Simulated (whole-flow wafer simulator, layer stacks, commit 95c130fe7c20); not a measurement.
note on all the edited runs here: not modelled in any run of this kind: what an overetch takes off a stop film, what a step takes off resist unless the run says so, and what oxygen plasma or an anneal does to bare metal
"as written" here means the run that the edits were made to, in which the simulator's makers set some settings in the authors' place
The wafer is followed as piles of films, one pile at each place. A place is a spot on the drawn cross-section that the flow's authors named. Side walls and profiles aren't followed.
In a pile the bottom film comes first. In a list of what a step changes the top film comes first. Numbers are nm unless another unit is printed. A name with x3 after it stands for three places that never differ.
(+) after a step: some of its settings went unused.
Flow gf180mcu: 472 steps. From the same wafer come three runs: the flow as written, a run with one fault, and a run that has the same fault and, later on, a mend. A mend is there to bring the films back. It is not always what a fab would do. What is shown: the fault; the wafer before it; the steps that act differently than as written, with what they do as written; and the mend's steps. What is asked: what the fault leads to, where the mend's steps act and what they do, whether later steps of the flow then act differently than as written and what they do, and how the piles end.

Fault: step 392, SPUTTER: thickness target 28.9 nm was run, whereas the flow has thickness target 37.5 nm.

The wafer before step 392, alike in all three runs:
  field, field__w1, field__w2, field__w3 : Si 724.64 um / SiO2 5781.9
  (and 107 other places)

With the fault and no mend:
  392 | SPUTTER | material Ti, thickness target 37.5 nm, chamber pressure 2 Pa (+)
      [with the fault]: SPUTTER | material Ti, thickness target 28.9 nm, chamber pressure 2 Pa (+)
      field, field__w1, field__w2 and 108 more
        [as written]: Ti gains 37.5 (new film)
        [with the fault]: Ti gains 28.9 (new film)
  Later steps of the flow acting differently than as written (1 other step is not shown; it differs only slightly, by no more than 2% or 0.5 nm, whichever is larger):
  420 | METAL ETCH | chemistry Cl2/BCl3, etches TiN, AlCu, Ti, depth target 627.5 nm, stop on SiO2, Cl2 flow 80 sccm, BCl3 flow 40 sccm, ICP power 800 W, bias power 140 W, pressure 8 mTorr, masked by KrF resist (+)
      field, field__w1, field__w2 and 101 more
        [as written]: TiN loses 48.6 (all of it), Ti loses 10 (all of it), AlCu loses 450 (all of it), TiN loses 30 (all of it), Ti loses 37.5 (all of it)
        [with the fault]: TiN loses 48.6 (all of it), Ti loses 10 (all of it), AlCu loses 450 (all of it), TiN loses 30 (all of it), Ti loses 28.9 (all of it)
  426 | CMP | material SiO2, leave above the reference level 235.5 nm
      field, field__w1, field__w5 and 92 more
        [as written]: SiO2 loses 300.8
        [with the fault]: SiO2 loses 309.4
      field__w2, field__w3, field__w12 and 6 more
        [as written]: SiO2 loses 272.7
        [with the fault]: SiO2 loses 281.7
  At field__w4, field__w8, contact, m1, m1__w1, mim, mim_1p0, m1_nw, the piles at the end differ from the flow's by more than 2% or 0.5 nm, whichever is larger.
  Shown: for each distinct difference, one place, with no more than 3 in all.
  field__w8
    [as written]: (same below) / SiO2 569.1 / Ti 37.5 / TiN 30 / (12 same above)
    [with the fault]: (same below) / SiO2 569.1 / Ti 28.9 / TiN 30 / (12 same above)
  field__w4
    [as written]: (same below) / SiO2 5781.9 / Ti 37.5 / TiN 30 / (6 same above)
    [with the fault]: (same below) / SiO2 5781.9 / Ti 28.9 / TiN 30 / (6 same above)
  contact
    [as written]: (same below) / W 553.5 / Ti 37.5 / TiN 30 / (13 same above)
    [with the fault]: (same below) / W 553.5 / Ti 28.9 / TiN 30 / (13 same above)

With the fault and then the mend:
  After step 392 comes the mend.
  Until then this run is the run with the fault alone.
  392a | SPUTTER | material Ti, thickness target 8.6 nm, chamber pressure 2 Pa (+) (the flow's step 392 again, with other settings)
      field, field__w1, field__w2 and 108 more
        Ti gains 8.6
  Every later step of the flow that is run acts as written at every place that is followed.
  By the end, the piles equal the flow's at every place that both follow.
